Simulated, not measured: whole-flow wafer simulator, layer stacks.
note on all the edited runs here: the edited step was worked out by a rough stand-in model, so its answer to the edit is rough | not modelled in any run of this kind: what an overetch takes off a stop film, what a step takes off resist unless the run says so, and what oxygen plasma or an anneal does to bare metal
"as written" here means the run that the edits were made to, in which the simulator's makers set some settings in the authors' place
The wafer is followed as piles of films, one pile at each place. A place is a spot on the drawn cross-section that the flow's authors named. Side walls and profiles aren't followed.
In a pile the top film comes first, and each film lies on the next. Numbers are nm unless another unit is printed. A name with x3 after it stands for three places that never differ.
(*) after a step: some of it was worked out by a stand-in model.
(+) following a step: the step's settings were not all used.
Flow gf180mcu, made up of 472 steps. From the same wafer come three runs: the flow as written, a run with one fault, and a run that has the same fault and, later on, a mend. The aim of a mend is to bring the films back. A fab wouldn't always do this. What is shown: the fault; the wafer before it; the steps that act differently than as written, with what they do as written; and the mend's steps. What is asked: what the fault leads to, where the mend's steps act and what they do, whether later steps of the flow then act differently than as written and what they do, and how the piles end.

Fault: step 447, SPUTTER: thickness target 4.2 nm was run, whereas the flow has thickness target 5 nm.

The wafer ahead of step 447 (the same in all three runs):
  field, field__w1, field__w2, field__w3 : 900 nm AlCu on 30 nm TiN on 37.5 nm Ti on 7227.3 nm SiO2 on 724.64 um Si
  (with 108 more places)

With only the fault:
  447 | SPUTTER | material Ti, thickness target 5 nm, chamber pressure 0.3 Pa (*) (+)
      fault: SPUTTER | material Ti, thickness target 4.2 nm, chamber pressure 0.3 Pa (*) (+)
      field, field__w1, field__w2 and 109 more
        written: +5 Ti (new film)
        fault: +4.2 Ti (new film)
  Later steps of the flow acting differently than as written (not shown: 4 more steps that differ only slightly, by at most 2% or 0.5 nm, whichever is larger):
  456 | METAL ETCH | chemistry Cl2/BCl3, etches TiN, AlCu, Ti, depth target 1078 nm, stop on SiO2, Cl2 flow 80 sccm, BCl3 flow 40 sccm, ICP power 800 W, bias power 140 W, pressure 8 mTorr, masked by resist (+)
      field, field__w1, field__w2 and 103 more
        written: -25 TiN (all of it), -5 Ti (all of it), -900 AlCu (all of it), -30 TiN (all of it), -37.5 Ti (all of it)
        fault: -25 TiN (all of it), -4.2 Ti (all of it), -900 AlCu (all of it), -30 TiN (all of it), -37.5 Ti (all of it)
  At field__w8, contact, m1, m1__w1, pad, m1_nw, the piles at the end differ from the flow's by more than 2% or 0.5 nm, whichever is larger.
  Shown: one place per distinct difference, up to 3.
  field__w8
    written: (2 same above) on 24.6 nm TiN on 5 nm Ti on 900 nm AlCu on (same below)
    fault: (2 same above) on 24.6 nm TiN on 4.2 nm Ti on 900 nm AlCu on (same below)
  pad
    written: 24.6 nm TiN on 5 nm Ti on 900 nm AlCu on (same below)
    fault: 24.6 nm TiN on 4.2 nm Ti on 900 nm AlCu on (same below)

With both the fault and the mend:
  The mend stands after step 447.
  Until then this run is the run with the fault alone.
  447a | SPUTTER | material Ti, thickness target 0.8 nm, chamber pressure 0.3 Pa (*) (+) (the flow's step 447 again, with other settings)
      field, field__w1, field__w2 and 109 more
        +0.8 Ti
  None of the later steps of the flow acts differently than as written at any place that is followed.
  By the end, the piles equal the flow's at every place that both follow.
